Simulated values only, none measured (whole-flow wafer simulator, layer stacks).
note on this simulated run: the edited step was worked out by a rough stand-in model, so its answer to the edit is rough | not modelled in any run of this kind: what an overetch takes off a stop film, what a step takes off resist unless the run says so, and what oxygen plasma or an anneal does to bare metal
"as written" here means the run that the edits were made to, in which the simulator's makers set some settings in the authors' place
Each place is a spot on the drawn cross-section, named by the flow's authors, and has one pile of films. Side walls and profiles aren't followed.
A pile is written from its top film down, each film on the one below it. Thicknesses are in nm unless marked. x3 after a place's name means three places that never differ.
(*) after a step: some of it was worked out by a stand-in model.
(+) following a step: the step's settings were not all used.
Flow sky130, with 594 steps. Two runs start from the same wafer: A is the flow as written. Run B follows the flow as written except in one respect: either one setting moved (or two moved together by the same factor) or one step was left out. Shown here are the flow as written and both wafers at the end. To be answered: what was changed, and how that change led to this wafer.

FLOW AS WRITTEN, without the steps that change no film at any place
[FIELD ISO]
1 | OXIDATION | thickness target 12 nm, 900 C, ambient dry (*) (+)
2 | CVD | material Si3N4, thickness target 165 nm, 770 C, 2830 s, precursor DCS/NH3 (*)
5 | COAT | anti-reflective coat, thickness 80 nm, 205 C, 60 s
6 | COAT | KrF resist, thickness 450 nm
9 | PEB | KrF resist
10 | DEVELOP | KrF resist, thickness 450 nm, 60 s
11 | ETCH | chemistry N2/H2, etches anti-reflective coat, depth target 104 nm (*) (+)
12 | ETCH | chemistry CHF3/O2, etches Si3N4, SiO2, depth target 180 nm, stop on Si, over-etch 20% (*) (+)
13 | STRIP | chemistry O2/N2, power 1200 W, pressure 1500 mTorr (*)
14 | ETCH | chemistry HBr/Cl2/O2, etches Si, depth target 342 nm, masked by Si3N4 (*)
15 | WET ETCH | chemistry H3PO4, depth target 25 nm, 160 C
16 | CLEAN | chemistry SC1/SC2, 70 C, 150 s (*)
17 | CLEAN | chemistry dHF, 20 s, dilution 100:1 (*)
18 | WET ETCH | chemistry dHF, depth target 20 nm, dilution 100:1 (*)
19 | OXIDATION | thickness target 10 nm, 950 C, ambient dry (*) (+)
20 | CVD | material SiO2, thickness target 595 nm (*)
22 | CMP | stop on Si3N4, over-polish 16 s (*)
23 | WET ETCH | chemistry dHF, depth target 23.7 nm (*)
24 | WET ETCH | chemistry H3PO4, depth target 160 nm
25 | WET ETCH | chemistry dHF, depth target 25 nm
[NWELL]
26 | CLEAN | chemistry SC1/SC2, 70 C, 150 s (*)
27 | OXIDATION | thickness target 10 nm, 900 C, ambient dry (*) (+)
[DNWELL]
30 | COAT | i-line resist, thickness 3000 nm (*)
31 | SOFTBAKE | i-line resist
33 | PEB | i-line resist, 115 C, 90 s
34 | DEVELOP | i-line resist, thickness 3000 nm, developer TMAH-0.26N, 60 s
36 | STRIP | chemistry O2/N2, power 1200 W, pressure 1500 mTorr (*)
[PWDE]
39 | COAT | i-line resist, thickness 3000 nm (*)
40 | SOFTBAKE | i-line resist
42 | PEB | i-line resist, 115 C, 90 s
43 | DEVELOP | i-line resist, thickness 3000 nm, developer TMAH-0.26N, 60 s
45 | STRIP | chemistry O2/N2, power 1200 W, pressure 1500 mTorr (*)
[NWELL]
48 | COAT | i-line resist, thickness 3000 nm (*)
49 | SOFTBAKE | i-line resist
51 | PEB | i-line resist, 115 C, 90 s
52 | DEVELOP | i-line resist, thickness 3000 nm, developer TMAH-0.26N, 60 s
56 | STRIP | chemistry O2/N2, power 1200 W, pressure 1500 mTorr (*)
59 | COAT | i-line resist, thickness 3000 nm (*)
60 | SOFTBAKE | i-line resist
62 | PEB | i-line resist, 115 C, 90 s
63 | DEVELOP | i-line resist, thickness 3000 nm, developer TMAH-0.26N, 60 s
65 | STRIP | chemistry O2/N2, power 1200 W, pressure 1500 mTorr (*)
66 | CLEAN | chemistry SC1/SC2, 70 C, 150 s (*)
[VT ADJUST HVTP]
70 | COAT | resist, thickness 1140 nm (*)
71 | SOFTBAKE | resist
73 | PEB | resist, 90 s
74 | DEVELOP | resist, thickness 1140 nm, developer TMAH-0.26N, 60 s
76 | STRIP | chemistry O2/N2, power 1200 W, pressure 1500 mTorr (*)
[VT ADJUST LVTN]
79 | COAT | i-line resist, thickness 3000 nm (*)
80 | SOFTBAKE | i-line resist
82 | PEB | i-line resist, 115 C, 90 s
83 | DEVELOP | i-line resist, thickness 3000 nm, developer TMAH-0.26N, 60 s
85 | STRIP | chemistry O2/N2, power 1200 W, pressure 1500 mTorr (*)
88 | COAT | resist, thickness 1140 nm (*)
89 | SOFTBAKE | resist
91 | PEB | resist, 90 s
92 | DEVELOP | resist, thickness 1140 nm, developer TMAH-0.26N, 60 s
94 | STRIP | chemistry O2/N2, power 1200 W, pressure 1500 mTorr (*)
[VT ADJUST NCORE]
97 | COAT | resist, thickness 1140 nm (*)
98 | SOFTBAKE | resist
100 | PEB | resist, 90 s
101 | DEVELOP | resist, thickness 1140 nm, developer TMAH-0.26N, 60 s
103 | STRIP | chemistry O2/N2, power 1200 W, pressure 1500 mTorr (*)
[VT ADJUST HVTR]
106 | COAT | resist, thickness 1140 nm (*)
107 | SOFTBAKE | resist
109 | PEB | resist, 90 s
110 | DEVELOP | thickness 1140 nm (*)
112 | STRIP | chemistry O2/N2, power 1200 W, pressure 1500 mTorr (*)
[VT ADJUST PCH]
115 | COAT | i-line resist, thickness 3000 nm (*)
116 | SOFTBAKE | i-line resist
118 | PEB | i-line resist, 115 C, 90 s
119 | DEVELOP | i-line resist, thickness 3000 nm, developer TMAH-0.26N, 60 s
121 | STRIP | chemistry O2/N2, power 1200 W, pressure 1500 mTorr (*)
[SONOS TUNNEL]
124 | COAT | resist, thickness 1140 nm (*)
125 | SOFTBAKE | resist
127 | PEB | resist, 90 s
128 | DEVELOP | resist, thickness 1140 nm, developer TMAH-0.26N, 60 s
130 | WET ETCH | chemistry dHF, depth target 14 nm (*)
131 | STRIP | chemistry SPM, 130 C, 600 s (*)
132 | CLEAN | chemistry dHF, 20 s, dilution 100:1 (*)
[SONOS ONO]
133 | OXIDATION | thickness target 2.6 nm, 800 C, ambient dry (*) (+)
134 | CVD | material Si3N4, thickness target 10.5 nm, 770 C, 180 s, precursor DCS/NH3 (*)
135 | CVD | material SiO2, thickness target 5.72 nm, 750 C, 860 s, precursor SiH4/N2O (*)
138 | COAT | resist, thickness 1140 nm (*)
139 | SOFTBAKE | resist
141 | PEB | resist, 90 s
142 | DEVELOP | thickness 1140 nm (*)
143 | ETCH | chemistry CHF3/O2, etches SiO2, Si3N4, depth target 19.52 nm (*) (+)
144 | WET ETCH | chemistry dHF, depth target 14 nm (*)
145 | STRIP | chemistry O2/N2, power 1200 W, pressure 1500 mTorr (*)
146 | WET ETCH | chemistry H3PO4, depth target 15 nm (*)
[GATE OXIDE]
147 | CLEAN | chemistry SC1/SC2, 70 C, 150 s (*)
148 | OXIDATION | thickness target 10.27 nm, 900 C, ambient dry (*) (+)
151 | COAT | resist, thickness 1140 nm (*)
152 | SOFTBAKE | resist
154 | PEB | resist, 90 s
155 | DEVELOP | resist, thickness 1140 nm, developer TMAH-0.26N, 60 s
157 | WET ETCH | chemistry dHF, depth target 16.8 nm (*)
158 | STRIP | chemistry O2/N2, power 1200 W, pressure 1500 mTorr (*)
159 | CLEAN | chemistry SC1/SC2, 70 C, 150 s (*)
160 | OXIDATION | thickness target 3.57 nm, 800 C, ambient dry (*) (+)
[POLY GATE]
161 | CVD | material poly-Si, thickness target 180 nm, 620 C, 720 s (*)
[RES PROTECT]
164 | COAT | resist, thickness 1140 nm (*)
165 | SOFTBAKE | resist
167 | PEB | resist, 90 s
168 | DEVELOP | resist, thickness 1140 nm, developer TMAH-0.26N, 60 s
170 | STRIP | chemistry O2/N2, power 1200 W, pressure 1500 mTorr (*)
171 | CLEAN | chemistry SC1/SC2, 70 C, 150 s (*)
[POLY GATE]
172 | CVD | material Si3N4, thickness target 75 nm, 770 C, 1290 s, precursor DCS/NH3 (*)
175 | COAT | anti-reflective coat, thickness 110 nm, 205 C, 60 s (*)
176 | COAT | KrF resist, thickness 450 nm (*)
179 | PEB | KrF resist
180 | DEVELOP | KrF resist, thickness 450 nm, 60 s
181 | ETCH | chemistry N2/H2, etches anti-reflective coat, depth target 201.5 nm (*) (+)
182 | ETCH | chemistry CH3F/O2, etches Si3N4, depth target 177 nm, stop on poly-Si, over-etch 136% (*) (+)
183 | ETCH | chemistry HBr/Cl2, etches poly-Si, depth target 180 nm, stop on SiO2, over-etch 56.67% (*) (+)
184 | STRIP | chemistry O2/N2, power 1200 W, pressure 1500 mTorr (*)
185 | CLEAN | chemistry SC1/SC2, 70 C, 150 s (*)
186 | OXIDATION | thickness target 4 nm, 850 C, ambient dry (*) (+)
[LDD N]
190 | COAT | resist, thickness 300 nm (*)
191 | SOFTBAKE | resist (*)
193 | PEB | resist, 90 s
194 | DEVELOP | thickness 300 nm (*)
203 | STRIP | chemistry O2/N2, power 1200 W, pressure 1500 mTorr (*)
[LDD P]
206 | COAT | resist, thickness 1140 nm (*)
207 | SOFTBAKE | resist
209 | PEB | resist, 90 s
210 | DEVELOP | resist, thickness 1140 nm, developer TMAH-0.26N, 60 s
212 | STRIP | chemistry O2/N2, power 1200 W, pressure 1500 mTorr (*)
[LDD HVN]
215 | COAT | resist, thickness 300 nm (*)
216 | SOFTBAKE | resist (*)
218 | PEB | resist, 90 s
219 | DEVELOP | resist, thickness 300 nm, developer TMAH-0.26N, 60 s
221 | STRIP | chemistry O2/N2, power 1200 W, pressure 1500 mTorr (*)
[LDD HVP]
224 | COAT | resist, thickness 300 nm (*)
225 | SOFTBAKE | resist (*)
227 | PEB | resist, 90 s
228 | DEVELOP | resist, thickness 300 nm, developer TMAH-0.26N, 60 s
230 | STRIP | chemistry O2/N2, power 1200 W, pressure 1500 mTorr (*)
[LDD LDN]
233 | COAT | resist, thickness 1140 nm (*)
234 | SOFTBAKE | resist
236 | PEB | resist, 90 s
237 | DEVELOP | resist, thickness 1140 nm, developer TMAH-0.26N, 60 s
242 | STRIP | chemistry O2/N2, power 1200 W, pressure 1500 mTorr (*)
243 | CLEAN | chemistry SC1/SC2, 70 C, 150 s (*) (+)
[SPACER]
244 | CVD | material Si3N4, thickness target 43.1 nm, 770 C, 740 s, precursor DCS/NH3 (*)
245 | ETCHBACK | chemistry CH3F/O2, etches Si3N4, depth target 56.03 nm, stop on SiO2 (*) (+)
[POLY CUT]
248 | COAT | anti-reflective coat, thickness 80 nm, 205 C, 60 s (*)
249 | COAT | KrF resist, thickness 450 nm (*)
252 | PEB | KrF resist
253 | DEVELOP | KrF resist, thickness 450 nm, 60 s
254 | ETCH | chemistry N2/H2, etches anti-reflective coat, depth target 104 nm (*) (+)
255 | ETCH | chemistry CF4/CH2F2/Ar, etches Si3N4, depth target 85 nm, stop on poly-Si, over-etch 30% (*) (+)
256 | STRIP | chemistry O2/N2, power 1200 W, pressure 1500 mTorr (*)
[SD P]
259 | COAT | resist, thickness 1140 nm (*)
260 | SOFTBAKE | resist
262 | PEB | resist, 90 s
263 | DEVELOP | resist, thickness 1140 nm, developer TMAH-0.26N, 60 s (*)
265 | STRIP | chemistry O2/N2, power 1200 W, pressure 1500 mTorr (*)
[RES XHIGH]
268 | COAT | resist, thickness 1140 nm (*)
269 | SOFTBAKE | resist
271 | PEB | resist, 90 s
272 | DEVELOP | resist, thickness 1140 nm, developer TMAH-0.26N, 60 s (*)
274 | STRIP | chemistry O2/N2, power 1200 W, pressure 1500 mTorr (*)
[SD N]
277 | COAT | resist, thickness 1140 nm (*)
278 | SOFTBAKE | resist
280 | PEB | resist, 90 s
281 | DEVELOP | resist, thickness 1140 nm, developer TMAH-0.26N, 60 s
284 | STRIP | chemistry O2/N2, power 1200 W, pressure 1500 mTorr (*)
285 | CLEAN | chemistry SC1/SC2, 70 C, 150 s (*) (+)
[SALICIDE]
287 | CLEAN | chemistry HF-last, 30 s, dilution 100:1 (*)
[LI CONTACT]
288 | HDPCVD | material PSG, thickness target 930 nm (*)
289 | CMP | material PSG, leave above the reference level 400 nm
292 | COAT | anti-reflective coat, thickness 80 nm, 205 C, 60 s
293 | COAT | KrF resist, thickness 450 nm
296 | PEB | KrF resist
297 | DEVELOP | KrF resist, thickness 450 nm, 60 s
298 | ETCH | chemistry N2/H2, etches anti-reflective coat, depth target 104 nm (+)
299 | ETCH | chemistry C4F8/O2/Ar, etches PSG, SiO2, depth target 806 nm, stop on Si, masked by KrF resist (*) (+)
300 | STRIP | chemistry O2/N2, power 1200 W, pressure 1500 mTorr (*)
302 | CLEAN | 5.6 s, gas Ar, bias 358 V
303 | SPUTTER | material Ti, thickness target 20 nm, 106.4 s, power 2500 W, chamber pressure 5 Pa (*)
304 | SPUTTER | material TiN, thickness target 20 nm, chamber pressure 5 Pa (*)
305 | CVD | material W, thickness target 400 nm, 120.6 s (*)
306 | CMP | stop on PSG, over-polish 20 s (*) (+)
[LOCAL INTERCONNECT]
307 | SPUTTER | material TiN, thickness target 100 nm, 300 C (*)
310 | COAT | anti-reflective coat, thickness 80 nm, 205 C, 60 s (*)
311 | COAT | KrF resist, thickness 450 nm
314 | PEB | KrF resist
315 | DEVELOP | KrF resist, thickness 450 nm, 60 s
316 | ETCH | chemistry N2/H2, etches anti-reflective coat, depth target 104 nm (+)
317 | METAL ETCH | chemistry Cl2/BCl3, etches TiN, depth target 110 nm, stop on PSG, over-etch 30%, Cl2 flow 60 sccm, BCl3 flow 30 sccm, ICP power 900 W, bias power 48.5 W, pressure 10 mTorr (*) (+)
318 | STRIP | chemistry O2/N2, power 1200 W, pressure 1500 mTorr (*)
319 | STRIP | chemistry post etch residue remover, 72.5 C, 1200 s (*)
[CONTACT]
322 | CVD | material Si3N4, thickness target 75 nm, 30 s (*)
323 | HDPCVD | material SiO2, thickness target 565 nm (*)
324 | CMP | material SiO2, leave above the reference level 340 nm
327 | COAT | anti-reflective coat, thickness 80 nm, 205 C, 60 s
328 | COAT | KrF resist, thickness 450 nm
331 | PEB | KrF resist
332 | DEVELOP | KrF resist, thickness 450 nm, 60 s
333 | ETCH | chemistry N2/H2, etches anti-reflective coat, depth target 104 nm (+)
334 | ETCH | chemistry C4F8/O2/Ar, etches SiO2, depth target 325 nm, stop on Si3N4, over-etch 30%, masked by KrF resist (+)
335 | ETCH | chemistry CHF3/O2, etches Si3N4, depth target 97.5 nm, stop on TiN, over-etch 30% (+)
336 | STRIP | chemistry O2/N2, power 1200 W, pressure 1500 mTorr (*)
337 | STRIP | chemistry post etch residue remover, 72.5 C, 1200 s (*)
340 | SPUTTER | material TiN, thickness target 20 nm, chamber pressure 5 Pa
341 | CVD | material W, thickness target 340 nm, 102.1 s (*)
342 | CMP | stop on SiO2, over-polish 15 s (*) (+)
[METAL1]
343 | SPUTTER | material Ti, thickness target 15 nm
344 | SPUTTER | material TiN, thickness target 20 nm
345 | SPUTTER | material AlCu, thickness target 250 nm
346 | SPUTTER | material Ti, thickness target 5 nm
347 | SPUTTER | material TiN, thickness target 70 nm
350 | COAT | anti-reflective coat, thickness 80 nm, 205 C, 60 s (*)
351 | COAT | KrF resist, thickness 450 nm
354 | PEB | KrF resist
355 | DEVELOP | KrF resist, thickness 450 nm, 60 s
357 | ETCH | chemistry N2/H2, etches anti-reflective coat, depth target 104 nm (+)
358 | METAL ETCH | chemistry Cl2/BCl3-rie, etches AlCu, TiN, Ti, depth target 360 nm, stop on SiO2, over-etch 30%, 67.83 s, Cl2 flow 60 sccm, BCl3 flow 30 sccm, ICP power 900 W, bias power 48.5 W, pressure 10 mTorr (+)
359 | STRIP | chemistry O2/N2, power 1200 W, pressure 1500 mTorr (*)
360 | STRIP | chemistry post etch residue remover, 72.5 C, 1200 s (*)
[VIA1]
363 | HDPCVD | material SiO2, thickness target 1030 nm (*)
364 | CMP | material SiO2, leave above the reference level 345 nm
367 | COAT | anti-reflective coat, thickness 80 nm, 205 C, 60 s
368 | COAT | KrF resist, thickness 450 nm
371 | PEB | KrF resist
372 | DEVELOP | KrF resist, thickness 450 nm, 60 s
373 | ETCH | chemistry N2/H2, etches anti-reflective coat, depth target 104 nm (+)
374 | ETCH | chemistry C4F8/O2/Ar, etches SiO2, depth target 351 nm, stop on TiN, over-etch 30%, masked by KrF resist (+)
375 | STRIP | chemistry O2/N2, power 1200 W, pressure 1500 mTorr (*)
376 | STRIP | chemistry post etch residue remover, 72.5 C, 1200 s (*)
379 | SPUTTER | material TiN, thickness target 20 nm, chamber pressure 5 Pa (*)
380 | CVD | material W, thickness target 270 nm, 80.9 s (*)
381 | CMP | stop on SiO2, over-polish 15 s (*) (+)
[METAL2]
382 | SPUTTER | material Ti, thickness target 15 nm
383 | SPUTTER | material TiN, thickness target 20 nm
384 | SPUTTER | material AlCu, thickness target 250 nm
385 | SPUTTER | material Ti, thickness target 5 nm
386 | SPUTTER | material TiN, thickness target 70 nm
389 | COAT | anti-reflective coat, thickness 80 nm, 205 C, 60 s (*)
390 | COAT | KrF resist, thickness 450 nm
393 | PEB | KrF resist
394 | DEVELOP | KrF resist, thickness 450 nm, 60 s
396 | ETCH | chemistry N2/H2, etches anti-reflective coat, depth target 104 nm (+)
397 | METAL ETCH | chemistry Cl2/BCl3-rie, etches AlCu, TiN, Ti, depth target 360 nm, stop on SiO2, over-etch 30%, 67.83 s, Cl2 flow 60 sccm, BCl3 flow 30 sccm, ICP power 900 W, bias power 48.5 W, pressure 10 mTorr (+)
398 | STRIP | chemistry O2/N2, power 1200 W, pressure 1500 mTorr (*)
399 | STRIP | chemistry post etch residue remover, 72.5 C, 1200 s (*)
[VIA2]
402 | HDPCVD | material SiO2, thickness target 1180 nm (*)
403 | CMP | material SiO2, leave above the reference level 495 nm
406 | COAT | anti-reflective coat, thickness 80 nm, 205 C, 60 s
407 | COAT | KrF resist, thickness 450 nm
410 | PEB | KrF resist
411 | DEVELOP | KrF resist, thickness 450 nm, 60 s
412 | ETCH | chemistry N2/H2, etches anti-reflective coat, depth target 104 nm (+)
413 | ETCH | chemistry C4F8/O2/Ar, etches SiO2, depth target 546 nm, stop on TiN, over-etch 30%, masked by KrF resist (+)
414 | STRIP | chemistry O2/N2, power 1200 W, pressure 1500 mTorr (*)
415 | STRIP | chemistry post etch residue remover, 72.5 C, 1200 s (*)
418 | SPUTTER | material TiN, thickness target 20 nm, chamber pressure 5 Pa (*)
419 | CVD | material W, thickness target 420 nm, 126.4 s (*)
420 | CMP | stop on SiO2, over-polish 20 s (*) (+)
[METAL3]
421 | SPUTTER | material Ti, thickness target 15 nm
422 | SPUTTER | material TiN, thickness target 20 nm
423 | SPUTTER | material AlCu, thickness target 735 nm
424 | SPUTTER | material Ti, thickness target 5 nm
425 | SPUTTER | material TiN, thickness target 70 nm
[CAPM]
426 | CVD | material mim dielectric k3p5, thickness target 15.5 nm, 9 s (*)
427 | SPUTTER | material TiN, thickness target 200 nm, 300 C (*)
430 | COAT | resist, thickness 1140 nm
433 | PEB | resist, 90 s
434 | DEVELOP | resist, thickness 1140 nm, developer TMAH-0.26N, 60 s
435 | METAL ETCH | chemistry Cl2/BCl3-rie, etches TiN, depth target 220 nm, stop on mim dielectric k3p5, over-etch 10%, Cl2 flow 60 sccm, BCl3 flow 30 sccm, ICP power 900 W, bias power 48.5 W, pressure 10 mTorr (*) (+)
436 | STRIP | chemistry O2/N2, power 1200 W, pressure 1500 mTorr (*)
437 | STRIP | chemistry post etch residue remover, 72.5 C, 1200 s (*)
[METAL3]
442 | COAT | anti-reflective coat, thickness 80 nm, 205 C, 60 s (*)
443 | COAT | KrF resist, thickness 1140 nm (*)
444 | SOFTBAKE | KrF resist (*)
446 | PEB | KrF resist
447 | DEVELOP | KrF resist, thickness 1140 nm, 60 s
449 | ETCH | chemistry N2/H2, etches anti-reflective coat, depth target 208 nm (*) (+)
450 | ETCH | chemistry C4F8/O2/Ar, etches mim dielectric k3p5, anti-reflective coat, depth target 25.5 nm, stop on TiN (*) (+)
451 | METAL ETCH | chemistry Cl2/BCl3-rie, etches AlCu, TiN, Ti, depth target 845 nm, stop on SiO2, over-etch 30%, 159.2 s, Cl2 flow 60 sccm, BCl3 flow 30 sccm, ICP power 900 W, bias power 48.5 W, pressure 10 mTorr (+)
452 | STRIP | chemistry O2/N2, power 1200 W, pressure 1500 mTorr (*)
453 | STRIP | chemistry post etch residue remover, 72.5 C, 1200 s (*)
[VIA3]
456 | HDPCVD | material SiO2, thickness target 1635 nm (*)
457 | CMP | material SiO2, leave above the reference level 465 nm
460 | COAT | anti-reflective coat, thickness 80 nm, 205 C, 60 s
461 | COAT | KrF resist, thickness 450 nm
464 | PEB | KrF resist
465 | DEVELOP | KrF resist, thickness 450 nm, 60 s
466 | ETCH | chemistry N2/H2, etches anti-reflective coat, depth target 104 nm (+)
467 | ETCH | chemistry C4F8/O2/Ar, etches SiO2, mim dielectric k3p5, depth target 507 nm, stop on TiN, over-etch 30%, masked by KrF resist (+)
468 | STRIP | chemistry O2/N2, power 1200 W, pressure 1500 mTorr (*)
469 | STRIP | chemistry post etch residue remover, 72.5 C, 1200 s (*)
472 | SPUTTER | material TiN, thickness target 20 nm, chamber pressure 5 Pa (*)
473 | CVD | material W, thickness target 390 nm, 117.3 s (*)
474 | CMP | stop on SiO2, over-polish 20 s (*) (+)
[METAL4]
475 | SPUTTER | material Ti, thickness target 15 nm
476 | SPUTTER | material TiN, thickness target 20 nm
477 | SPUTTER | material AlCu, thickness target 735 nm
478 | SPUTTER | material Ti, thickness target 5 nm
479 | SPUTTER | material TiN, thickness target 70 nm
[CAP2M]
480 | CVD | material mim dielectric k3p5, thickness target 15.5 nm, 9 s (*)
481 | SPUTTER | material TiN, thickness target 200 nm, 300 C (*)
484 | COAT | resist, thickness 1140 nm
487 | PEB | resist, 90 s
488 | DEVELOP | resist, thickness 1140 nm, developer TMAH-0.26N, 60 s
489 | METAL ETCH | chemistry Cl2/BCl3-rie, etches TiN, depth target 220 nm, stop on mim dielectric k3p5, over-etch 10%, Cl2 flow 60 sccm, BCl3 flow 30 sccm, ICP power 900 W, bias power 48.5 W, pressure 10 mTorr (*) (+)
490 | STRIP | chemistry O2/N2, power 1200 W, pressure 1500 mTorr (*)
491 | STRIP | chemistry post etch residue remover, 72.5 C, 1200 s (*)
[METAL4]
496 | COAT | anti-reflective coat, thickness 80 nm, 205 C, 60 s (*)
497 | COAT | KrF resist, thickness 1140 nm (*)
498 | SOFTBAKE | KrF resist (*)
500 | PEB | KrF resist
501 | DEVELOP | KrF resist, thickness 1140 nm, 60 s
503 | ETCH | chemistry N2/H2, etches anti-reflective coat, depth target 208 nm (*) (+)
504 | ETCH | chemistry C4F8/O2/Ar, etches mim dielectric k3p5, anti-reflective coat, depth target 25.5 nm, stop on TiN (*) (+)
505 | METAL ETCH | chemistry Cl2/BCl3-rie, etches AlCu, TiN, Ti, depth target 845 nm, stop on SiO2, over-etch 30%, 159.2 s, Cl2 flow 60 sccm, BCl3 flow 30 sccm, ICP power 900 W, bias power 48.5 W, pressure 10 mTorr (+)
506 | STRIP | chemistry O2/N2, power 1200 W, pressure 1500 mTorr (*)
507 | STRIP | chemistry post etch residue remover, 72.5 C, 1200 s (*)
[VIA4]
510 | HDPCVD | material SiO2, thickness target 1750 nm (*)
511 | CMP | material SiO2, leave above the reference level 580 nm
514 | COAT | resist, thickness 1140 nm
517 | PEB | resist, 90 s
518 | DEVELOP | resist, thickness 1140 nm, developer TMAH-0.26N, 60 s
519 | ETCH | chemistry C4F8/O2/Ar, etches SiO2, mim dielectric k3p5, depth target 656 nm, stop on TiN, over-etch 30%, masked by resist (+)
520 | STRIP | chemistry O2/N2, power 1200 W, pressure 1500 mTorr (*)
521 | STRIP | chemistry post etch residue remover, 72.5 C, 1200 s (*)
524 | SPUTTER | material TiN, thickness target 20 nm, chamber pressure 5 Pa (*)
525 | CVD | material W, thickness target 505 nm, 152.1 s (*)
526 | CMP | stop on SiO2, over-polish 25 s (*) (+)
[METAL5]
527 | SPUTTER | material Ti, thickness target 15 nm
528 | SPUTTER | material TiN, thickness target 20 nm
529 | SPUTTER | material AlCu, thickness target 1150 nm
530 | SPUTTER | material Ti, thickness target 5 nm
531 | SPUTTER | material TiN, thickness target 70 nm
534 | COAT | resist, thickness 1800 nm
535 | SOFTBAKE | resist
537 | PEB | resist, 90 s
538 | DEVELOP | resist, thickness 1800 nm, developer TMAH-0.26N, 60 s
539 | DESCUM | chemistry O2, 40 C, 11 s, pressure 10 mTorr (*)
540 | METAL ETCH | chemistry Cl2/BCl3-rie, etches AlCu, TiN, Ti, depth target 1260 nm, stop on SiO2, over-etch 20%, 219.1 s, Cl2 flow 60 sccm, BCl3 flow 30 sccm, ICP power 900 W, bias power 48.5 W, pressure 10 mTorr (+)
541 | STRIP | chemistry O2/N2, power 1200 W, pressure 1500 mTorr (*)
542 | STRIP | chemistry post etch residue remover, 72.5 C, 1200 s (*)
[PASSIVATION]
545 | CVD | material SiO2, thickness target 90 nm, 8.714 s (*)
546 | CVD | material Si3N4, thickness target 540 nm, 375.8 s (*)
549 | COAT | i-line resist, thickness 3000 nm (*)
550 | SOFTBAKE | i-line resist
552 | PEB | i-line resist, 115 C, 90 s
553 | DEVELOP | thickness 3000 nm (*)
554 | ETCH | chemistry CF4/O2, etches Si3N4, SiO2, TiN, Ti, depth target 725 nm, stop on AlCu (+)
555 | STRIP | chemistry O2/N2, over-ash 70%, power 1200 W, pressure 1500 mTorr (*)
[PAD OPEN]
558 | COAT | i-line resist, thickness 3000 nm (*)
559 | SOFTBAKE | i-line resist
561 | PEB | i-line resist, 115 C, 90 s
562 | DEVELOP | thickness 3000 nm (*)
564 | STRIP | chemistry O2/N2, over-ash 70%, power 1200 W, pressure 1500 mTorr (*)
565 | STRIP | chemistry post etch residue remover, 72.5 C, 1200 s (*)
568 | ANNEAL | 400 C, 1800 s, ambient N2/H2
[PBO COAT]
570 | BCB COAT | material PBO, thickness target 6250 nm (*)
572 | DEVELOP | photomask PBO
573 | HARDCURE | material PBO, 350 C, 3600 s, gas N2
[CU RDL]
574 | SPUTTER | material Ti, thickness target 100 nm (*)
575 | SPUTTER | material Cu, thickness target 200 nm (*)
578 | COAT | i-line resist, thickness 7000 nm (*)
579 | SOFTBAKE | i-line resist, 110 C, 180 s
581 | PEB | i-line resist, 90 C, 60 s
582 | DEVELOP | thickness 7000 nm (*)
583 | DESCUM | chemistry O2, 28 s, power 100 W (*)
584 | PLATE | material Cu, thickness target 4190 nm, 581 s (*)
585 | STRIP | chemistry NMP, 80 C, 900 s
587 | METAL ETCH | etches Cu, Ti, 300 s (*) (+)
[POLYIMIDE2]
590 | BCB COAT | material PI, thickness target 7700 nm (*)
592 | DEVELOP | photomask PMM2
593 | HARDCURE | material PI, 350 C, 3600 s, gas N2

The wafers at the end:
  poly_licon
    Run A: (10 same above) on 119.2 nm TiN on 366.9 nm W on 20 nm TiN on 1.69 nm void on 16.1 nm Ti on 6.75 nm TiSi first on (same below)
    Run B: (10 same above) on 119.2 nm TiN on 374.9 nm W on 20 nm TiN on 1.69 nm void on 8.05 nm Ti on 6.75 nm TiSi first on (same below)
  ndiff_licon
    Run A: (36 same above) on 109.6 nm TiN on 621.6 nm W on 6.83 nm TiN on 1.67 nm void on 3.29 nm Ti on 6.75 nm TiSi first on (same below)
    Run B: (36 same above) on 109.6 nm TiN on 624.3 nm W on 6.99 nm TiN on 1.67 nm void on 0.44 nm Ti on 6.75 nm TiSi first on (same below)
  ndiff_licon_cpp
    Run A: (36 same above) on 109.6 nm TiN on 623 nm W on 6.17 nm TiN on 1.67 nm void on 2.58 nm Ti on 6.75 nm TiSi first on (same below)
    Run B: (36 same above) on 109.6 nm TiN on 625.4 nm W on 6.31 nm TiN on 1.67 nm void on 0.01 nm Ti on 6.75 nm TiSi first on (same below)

The reason: step 303, SPUTTER: thickness target 12 nm was run, whereas the flow has thickness target 20 nm.

How this came from the change, step by step:
  303 | SPUTTER | material Ti, thickness target 20 nm, 106.4 s, power 2500 W, chamber pressure 5 Pa (*)
      field, active, n_well and 185 more: A +20 Ti (new film) | B +12 Ti (new film)
      ndiff_licon: A +7.24 Ti (new film) | B +4.39 Ti (new film)
      (and at 2 other places as well)
  306 | CMP | stop on PSG, over-polish 20 s (*) (+)
      field, active, n_well and 184 more: A -400 W (all of it), -20 TiN (all of it), -20 Ti (all of it), -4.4 PSG | B -400 W (all of it), -20 TiN (all of it), -12 Ti (all of it), -4.4 PSG
      poly_licon: A -33.1 W | B -25.1 W
